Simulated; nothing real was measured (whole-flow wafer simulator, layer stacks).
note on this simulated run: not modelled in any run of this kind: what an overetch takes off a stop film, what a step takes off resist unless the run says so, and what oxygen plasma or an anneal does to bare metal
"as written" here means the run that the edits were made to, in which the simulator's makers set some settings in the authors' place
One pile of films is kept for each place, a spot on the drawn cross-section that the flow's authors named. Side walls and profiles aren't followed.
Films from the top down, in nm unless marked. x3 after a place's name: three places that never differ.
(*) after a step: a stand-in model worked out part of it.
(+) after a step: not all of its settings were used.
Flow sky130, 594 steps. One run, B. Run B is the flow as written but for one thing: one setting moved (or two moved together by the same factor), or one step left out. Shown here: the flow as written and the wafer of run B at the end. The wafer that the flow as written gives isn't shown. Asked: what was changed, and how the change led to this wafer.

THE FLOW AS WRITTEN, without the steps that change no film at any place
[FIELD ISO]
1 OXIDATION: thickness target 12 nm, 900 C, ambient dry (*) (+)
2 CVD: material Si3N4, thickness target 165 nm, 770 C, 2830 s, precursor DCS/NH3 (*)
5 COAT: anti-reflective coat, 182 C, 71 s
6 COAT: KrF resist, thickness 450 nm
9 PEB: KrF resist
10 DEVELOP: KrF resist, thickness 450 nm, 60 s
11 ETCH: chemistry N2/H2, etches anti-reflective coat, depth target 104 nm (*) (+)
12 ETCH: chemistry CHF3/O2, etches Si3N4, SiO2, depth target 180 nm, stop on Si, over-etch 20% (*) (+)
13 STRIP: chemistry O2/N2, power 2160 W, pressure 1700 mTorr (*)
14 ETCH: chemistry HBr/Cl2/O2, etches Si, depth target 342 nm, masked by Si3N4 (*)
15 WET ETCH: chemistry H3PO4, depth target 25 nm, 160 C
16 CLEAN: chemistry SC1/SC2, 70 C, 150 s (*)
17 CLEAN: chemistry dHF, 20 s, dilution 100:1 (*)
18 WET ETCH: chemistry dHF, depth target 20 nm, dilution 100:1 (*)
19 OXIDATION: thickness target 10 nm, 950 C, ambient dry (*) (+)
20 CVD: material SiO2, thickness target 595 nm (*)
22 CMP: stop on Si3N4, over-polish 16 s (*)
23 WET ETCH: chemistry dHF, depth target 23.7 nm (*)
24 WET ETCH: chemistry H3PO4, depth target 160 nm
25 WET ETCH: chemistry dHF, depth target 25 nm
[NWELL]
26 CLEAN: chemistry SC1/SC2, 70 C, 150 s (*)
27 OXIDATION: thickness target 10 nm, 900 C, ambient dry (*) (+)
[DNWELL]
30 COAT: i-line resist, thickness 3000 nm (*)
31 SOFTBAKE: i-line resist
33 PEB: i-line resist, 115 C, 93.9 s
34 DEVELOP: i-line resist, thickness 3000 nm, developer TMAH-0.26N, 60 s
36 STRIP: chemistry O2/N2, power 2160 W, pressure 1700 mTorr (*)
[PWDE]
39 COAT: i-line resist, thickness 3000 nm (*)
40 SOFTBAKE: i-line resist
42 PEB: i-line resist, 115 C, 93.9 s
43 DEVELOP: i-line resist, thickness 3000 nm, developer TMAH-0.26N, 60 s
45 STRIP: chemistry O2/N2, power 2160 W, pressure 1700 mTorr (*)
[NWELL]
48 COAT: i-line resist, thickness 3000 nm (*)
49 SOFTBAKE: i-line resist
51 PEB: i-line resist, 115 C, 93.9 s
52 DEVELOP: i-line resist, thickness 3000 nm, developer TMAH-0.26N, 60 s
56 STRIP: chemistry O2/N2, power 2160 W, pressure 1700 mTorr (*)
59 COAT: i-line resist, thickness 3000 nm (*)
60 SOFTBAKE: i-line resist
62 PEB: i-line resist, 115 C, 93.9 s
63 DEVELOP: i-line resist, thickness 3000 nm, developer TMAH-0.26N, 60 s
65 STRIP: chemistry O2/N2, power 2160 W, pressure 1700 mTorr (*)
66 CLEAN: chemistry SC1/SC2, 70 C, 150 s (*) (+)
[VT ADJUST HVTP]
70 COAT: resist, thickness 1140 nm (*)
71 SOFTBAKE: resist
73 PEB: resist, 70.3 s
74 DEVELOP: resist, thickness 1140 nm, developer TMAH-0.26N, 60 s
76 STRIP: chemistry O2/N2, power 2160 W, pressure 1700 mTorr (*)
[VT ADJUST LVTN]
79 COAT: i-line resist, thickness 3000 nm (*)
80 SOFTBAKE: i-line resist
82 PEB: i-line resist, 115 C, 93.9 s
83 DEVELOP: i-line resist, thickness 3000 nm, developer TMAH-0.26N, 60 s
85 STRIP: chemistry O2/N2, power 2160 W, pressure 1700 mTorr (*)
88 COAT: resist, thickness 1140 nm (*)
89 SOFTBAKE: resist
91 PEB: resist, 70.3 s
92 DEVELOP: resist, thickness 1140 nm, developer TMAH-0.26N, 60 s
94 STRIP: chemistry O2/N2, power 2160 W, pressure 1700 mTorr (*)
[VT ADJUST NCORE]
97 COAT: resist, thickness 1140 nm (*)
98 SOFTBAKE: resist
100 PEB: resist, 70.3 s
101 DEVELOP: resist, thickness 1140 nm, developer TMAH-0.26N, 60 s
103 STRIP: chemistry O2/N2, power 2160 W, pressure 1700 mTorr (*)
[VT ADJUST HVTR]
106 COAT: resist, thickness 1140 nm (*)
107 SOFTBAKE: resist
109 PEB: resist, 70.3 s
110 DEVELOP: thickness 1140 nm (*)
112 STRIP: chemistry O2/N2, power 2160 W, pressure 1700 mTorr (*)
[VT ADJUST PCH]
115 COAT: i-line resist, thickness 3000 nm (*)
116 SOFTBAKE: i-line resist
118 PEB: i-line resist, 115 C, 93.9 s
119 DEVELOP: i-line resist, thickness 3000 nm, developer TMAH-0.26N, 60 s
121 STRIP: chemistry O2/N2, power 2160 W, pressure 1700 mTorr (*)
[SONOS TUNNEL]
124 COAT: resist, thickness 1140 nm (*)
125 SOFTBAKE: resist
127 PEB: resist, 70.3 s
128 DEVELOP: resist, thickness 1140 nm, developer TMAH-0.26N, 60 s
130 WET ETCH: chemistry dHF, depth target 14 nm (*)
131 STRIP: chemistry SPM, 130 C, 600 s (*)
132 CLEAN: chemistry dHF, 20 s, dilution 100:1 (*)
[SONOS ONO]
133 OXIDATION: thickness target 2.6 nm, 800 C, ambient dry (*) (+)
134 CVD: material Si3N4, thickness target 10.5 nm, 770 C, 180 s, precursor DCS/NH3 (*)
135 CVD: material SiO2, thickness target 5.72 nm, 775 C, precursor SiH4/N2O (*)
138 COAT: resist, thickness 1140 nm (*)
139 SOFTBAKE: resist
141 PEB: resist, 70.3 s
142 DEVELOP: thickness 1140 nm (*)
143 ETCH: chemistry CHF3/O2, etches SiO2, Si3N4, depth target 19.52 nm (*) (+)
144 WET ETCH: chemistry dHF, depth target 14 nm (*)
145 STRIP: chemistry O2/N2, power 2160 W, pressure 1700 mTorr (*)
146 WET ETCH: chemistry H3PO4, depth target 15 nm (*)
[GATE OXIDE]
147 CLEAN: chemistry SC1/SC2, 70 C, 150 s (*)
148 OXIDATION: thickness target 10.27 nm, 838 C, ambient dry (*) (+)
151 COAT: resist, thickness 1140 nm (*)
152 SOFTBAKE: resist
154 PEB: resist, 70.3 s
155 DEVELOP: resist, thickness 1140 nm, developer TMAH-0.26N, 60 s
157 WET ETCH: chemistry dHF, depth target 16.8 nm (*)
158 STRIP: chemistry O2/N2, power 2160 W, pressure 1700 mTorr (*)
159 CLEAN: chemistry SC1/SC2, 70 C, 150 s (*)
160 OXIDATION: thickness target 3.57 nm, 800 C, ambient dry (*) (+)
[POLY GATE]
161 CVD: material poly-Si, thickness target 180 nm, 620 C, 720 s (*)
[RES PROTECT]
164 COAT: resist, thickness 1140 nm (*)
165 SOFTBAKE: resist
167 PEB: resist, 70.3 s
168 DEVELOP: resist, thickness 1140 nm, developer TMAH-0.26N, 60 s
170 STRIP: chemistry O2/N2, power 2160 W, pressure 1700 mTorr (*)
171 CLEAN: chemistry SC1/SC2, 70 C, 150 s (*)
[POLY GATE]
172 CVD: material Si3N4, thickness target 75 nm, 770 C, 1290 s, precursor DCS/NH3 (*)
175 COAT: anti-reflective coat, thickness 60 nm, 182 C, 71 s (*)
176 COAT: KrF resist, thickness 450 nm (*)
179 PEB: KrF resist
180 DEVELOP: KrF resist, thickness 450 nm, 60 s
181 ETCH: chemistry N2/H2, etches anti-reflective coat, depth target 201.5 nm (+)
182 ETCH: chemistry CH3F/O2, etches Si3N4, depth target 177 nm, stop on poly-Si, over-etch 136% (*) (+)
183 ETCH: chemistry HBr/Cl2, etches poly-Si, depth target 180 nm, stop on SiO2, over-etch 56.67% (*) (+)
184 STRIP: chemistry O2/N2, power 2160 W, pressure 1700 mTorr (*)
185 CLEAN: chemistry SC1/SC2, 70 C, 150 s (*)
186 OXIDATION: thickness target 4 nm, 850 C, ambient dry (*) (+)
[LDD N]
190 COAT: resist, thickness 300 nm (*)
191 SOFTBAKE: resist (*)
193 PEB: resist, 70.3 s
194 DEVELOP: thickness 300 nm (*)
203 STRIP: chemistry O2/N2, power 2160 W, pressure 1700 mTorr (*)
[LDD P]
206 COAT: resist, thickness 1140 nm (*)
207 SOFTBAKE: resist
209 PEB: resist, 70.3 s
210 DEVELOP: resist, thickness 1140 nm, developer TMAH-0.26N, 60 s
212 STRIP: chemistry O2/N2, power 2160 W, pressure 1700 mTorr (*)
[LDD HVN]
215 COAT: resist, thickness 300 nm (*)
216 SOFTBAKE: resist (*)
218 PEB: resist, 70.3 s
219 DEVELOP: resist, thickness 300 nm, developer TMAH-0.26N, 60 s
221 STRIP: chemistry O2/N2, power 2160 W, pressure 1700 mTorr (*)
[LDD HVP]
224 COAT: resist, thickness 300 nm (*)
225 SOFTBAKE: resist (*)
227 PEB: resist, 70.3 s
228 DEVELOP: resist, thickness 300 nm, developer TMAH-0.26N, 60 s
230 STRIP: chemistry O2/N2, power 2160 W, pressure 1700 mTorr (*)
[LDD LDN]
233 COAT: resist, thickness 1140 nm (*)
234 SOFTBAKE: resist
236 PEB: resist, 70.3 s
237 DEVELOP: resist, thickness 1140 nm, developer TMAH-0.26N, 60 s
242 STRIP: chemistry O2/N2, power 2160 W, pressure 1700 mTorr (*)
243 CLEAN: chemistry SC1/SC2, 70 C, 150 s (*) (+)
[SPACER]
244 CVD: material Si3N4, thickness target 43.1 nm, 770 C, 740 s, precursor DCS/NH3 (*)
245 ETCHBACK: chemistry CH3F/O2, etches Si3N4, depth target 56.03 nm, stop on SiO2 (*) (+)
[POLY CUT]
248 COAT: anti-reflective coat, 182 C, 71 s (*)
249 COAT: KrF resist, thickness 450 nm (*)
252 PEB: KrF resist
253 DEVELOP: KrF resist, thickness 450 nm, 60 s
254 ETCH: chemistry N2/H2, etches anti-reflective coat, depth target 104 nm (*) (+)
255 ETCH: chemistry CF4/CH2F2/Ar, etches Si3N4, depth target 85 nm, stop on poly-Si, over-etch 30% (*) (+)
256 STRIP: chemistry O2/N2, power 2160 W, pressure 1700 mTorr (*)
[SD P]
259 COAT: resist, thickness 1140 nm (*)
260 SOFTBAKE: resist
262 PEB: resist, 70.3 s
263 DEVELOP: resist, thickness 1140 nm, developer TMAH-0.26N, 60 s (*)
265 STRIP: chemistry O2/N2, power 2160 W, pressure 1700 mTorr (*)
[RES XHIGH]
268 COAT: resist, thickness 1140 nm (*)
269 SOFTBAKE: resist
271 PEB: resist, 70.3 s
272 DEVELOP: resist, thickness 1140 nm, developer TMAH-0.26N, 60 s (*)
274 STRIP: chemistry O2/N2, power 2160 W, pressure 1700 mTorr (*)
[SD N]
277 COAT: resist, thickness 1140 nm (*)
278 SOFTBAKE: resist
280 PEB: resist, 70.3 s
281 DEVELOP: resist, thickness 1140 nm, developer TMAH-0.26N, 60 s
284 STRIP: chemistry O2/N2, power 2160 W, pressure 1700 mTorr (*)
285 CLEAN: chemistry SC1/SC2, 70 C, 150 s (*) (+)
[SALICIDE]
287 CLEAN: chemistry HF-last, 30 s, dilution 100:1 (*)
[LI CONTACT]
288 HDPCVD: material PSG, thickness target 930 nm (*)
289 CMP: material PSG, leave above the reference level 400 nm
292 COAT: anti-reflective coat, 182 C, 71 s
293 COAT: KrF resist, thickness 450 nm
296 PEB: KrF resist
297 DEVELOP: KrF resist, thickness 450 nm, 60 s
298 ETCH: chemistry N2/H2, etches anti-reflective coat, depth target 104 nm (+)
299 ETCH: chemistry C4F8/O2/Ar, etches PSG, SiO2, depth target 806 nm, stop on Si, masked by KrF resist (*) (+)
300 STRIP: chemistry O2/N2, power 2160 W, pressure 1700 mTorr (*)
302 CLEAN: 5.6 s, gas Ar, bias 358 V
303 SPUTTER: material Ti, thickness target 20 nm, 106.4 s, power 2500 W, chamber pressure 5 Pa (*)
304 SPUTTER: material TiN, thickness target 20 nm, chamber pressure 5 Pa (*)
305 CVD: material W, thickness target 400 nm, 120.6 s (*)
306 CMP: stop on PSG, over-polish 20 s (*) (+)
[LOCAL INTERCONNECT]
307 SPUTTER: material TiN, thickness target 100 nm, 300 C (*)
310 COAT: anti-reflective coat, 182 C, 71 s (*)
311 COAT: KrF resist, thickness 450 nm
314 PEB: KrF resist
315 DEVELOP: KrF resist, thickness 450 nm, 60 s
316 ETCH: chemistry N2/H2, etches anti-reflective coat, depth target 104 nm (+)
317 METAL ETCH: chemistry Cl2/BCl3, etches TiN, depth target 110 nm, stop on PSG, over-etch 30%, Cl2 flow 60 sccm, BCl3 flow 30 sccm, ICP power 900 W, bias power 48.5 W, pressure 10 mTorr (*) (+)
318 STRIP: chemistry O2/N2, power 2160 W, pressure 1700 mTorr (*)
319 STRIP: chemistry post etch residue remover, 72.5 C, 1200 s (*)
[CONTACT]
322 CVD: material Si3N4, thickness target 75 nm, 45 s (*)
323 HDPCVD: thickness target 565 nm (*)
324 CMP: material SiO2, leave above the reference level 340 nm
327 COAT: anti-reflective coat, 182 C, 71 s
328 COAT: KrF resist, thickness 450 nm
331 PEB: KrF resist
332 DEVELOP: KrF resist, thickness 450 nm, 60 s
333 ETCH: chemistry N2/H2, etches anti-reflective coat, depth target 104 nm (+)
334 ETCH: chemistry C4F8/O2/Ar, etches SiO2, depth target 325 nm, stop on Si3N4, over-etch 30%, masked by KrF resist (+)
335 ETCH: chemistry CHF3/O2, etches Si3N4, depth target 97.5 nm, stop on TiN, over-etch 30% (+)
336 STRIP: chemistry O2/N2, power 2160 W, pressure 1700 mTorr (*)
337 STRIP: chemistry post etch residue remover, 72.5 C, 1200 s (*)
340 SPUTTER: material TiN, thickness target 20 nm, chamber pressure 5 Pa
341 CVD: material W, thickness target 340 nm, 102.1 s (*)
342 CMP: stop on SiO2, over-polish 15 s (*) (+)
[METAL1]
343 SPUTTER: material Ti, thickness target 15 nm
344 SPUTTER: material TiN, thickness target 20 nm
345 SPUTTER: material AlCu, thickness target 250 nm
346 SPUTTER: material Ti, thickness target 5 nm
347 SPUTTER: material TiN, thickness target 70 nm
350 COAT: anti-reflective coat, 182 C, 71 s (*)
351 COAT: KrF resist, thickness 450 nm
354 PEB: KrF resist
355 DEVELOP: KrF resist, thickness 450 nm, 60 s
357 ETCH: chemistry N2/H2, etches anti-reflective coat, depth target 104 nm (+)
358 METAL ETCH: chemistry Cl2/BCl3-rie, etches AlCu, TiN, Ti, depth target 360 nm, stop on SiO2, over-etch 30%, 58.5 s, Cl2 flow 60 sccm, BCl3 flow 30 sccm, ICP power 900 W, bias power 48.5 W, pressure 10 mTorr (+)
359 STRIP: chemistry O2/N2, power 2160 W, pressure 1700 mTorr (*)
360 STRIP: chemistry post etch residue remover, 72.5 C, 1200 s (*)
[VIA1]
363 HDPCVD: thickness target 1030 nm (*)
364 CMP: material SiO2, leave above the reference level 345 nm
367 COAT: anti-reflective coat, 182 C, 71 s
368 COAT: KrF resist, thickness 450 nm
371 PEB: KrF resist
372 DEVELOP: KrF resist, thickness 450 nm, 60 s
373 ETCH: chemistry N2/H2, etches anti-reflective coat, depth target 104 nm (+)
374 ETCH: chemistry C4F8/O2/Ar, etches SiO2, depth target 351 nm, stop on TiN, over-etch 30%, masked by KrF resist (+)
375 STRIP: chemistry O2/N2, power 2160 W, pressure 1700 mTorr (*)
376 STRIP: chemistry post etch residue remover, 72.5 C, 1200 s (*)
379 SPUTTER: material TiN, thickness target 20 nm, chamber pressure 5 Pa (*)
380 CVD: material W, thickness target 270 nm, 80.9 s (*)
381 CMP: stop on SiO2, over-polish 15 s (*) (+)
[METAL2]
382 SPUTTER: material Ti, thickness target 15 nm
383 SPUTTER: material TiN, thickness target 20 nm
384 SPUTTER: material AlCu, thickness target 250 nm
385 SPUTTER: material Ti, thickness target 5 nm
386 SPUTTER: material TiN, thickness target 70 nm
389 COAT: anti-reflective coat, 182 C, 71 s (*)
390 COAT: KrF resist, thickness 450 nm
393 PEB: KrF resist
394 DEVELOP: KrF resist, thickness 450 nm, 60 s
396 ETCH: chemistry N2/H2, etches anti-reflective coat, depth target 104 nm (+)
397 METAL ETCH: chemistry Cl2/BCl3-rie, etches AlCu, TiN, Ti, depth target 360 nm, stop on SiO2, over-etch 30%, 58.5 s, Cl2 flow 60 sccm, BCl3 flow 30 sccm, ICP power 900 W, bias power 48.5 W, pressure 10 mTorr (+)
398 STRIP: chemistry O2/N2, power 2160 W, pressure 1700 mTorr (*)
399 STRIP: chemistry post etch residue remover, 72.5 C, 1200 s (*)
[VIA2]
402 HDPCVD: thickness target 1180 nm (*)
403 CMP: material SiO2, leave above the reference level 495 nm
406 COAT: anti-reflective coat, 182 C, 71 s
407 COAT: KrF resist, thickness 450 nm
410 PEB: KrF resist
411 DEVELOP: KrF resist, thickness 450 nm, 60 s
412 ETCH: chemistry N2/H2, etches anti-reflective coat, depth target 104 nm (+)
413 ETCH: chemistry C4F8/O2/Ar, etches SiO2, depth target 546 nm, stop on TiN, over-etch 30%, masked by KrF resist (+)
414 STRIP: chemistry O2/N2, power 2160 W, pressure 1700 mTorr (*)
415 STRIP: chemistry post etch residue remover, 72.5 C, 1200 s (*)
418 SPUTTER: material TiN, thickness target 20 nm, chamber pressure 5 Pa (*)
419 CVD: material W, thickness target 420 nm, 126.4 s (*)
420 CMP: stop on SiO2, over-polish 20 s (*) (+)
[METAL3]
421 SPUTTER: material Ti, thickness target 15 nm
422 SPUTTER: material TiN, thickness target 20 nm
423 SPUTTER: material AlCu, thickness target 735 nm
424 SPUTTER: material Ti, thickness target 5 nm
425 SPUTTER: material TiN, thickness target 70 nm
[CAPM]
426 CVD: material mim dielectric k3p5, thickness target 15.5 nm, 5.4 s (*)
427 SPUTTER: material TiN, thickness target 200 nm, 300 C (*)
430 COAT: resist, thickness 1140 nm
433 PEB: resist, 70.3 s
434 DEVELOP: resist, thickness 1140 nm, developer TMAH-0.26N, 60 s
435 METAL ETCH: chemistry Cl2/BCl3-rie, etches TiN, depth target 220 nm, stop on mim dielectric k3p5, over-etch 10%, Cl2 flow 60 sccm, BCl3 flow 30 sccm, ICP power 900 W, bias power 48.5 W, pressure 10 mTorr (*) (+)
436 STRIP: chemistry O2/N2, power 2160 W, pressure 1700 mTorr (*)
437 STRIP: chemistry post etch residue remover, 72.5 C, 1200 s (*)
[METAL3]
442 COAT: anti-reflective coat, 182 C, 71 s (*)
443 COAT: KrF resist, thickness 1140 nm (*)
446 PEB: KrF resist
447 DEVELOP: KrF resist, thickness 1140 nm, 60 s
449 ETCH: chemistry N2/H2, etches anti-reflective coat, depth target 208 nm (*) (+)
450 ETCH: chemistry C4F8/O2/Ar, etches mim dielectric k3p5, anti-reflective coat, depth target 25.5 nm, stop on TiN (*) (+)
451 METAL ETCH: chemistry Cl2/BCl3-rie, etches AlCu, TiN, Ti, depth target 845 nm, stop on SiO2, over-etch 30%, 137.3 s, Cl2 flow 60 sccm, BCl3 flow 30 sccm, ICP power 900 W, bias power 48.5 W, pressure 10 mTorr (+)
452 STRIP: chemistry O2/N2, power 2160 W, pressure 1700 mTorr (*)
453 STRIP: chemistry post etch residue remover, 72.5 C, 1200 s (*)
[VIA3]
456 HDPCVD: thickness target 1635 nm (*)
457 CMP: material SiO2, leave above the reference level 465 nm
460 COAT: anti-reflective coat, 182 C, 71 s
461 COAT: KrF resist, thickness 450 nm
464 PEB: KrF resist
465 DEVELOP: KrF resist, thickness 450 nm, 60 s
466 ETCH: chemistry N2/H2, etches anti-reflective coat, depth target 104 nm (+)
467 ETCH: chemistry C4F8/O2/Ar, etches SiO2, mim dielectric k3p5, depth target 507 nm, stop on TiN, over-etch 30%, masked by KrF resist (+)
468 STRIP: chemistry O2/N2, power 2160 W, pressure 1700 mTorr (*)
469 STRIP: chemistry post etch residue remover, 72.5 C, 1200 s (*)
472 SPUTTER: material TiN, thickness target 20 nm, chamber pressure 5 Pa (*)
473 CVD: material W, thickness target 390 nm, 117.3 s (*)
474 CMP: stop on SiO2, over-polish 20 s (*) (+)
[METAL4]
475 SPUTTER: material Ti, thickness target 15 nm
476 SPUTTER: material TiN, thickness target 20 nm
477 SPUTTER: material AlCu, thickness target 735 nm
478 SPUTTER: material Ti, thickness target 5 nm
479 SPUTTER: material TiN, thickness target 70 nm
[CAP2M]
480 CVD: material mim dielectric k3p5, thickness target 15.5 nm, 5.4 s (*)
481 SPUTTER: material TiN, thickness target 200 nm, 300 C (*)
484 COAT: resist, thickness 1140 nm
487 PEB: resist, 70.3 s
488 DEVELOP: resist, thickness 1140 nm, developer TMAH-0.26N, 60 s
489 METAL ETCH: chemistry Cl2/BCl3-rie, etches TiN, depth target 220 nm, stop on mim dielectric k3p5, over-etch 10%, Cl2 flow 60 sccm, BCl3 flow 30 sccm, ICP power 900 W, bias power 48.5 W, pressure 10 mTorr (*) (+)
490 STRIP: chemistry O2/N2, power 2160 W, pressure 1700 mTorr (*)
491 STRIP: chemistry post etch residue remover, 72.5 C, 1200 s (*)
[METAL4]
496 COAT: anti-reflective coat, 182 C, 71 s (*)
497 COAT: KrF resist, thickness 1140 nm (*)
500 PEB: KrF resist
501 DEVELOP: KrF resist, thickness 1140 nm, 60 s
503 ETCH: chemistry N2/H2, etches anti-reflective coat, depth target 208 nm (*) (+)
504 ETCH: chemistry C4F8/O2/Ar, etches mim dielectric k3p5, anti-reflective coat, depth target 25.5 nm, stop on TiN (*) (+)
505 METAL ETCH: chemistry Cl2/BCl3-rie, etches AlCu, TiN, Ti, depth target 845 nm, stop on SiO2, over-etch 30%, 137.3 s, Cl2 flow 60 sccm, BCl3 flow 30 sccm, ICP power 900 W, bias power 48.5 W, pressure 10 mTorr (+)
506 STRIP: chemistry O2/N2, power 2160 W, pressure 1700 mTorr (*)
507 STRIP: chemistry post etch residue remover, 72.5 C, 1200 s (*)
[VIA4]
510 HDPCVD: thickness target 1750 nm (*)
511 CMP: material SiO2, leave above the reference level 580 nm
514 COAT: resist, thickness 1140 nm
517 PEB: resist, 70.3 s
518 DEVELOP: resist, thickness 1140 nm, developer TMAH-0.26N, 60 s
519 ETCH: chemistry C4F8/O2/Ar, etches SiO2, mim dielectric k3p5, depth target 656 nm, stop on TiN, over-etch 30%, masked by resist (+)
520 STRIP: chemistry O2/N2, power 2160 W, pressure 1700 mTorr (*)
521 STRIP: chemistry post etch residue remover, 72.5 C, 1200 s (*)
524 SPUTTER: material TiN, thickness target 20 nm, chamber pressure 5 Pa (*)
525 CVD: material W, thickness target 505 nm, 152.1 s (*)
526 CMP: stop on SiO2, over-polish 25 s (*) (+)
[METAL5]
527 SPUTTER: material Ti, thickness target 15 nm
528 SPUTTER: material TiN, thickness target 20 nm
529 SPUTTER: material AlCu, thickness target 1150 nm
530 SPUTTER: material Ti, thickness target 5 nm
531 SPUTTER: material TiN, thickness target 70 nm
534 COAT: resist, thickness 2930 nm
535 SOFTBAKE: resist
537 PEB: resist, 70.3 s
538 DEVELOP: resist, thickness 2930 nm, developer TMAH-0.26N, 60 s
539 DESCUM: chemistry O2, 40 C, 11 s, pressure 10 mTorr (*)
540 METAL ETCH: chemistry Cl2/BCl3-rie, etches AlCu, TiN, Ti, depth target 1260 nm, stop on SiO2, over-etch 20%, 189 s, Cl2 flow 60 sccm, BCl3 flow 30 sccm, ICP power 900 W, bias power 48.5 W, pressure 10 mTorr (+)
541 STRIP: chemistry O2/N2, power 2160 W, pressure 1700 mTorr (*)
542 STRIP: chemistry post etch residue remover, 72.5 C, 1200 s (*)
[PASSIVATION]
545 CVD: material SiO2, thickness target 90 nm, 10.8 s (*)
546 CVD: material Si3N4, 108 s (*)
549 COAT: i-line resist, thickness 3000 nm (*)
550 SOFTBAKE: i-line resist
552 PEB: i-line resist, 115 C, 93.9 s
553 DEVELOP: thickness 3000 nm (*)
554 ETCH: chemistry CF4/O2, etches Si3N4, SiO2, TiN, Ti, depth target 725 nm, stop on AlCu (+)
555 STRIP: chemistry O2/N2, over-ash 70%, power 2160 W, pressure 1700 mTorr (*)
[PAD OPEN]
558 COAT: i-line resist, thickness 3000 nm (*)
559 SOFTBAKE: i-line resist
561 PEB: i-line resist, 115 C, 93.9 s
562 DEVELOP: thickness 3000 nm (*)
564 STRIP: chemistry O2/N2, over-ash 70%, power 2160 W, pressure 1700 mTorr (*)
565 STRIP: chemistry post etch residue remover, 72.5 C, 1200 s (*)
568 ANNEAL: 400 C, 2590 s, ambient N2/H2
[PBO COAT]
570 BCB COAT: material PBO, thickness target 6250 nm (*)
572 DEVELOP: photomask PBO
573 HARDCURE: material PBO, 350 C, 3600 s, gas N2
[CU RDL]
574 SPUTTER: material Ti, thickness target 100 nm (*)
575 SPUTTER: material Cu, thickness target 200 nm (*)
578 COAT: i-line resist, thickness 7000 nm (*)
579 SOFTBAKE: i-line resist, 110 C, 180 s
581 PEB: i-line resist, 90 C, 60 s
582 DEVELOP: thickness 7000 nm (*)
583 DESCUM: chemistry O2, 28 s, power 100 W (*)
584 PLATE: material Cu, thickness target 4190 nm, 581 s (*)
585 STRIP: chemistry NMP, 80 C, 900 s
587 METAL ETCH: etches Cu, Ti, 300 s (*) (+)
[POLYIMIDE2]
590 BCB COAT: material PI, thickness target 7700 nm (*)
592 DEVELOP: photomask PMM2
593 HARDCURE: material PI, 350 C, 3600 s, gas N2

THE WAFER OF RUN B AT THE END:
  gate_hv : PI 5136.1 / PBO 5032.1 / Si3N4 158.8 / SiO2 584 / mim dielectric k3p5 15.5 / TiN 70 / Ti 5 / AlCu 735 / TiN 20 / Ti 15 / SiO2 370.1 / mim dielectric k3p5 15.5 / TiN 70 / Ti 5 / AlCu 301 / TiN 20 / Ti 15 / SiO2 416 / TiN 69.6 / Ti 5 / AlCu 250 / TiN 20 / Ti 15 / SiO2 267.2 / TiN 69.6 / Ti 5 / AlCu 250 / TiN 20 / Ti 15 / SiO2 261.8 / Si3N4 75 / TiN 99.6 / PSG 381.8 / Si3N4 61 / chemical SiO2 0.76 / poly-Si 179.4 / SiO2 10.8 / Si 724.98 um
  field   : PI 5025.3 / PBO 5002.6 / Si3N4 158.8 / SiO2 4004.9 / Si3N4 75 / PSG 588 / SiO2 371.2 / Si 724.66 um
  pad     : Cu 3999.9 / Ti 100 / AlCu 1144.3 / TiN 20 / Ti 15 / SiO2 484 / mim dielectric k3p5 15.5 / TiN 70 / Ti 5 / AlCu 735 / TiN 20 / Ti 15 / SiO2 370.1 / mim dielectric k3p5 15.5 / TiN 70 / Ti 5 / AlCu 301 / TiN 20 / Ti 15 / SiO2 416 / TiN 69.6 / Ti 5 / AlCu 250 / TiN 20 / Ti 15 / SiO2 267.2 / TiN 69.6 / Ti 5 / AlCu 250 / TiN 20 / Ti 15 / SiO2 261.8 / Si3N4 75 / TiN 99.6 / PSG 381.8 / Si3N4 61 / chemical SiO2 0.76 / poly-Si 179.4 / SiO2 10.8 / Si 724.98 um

The cause: step 423, SPUTTER: thickness target 301 nm was run, where the flow has thickness target 735 nm.
It can be read off the wafer: gate_hv has AlCu 301, and step 423 as written asks for 735 nm.

How the change led to this, step by step:
  423 SPUTTER: material AlCu, thickness target 735 nm
      field, active, n_well and 188 more: AlCu +301 (new film) (as written it would be: AlCu +735 (new film))
  451 METAL ETCH: chemistry Cl2/BCl3-rie, etches AlCu, TiN, Ti, depth target 845 nm, stop on SiO2, over-etch 30%, 137.3 s, Cl2 flow 60 sccm, BCl3 flow 30 sccm, ICP power 900 W, bias power 48.5 W, pressure 10 mTorr (+)
      field, gate, spacer and 68 more: TiN -70 (all of it), Ti -5 (all of it), AlCu -301 (all of it), TiN -20 (all of it), Ti -15 (all of it), SiO2 -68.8 (as written it would be: TiN -70 (all of it), Ti -5 (all of it), AlCu -735 (all of it), TiN -20 (all of it), Ti -15 (all of it), SiO2 -25.4)
      active, vpp_ln, vpp_iso2 and 11 more: TiN -70 (all of it), Ti -5 (all of it), AlCu -301 (all of it), TiN -20 (all of it), Ti -15 (all of it), SiO2 -68.8 (as written it would be: TiN -70 (all of it), Ti -5 (all of it), AlCu -735 (all of it), TiN -20 (all of it), Ti -15 (all of it), SiO2 -25.3)
  457 CMP: material SiO2, leave above the reference level 465 nm
      field, active, gate and 80 more: SiO2 -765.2 (as written it would be: SiO2 -374.7)
      poly_licon, rpo_hd_licon: SiO2 -765.3 (as written it would be: SiO2 -374.7)
